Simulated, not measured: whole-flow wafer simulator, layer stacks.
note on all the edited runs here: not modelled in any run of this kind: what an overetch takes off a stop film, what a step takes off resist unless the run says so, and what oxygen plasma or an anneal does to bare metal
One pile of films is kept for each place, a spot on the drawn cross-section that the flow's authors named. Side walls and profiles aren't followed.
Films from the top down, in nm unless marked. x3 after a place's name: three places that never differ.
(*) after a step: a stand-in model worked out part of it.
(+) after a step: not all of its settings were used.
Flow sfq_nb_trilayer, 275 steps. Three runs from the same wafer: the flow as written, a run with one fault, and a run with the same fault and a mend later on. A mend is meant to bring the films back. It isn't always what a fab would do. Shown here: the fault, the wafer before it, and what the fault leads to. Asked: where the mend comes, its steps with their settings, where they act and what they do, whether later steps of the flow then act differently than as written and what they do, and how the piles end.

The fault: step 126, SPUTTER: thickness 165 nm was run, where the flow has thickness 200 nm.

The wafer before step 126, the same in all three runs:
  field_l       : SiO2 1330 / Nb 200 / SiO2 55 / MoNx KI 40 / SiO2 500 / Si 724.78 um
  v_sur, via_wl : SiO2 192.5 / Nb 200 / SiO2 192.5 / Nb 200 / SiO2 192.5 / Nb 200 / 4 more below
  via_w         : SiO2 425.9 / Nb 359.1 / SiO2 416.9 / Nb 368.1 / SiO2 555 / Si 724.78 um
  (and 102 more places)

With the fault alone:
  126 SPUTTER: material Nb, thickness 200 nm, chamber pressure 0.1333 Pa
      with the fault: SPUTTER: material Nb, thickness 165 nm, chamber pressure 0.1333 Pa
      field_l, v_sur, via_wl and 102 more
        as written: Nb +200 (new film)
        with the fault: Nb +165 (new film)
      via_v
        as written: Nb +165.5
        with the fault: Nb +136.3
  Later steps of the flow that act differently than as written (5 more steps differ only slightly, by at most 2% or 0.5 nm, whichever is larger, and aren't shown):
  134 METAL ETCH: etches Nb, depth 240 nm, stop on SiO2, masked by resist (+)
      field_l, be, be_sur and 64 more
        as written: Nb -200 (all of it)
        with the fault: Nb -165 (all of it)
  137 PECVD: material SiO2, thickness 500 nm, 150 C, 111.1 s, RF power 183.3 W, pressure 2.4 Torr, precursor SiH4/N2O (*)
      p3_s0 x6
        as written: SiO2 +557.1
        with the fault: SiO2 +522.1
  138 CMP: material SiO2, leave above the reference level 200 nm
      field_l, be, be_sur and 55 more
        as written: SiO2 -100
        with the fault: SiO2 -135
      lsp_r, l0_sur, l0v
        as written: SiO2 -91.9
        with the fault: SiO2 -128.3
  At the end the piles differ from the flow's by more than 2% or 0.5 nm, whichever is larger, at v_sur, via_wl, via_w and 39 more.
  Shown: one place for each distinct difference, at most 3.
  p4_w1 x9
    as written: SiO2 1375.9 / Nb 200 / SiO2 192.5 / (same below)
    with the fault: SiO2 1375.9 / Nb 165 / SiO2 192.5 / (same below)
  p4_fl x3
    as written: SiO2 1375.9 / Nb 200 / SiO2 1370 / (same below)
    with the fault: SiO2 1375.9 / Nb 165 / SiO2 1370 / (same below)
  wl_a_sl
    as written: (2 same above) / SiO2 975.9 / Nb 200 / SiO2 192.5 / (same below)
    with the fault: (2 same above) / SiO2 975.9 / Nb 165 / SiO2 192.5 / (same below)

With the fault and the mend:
  The mend comes after step 126.
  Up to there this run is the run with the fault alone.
  126a SPUTTER: material Nb, thickness 35 nm, chamber pressure 0.1333 Pa (the flow's step 126 once more, with other settings)
      field_l, v_sur, via_wl and 102 more
        Nb +35
      via_v
        Nb +26.8
  No later step of the flow acts differently than as written, at any place that is followed, by more than 2% or 0.5 nm, whichever is larger.
  At the end the piles differ from the flow's only slightly at the places that both follow, by at most 2% or 0.5 nm, whichever is larger.
